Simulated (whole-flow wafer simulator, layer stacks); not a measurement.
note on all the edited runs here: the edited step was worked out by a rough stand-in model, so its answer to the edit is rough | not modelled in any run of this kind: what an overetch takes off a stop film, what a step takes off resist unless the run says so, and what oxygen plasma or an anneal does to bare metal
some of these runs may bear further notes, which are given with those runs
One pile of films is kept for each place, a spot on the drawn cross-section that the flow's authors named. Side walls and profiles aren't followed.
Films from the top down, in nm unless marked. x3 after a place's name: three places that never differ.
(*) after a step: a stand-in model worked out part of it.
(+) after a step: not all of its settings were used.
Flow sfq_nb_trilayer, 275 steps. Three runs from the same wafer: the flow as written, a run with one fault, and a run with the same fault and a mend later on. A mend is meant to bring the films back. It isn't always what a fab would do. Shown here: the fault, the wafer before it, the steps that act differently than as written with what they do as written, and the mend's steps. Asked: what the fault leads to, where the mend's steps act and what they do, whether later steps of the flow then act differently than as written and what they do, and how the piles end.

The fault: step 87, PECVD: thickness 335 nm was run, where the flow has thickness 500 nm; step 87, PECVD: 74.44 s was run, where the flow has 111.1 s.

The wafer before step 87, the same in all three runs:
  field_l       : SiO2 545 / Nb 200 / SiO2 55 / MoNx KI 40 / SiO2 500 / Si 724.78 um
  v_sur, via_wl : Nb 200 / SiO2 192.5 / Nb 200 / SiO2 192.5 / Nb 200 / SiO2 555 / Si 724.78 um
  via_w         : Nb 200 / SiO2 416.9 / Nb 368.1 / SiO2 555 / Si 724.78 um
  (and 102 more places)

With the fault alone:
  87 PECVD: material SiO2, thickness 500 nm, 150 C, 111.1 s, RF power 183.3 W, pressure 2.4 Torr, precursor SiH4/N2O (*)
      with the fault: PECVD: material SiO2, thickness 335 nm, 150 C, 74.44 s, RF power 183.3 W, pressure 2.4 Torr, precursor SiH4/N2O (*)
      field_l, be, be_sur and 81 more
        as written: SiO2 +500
        with the fault: SiO2 +335
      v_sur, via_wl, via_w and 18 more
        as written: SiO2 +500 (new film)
        with the fault: SiO2 +335 (new film)
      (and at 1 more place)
  Later steps of the flow that act differently than as written (6 more steps differ only slightly, by at most 2% or 0.5 nm, whichever is larger, and aren't shown):
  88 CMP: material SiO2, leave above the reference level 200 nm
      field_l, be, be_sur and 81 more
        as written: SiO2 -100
        with the fault: nothing
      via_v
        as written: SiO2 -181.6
        with the fault: nothing
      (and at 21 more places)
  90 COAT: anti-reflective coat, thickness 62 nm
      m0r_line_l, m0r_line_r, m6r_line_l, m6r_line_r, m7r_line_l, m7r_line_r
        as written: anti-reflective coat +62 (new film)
        with the fault: anti-reflective coat +63.6 (new film)
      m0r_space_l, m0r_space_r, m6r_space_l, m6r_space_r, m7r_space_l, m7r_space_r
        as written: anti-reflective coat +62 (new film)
        with the fault: anti-reflective coat +71.3 (new film)
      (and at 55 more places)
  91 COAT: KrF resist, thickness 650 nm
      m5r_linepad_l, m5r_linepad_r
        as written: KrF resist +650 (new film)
        with the fault: KrF resist +636.6 (new film)
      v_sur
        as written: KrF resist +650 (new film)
        with the fault: KrF resist +626.1 (new film)
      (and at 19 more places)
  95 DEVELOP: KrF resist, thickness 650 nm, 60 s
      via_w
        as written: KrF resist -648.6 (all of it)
        with the fault: KrF resist -625.7 (all of it)
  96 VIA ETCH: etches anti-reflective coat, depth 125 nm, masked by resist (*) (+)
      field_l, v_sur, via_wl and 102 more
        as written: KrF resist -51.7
        with the fault: KrF resist -47.3
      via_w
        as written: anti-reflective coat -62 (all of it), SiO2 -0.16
        with the fault: anti-reflective coat -56.8 (all of it), SiO2 -0.14
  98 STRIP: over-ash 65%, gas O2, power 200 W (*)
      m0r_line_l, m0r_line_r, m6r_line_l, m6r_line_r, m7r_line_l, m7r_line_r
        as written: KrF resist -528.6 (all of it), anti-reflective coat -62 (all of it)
        with the fault: KrF resist -545.4 (all of it), anti-reflective coat -63.6 (all of it)
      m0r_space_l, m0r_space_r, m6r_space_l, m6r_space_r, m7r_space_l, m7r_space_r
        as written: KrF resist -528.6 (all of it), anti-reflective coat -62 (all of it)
        with the fault: KrF resist -540.2 (all of it), anti-reflective coat -71.3 (all of it)
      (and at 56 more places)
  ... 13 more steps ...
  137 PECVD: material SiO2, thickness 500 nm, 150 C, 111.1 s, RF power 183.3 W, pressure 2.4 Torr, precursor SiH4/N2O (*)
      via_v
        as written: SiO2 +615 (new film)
        with the fault: SiO2 +689.1 (new film)
  At the end the piles differ from the flow's by more than 2% or 0.5 nm, whichever is larger, at via_v, p4_w1, p4_w2 and 7 more.
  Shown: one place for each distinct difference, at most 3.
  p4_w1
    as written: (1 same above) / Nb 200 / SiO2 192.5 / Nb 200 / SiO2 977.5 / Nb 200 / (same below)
    with the fault: (1 same above) / Nb 200 / SiO2 257.5 / Nb 200 / SiO2 912.5 / Nb 200 / (same below)
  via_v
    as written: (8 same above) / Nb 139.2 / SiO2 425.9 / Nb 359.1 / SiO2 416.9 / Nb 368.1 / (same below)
    with the fault: (8 same above) / Nb 139.2 / SiO2 500 / Nb 345 / SiO2 357 / Nb 368.1 / (same below)

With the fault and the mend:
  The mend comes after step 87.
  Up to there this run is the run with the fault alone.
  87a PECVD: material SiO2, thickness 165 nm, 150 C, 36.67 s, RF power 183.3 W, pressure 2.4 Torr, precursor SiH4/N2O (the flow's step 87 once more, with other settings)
      field_l, v_sur, via_wl and 102 more
        SiO2 +165
      via_v
        SiO2 +154.7
  Later steps of the flow that act differently than as written:
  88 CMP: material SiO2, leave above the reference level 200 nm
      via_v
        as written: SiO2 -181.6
        with the mend: SiO2 -94.7
  At the end the piles are the same as the flow's at every place that both follow.
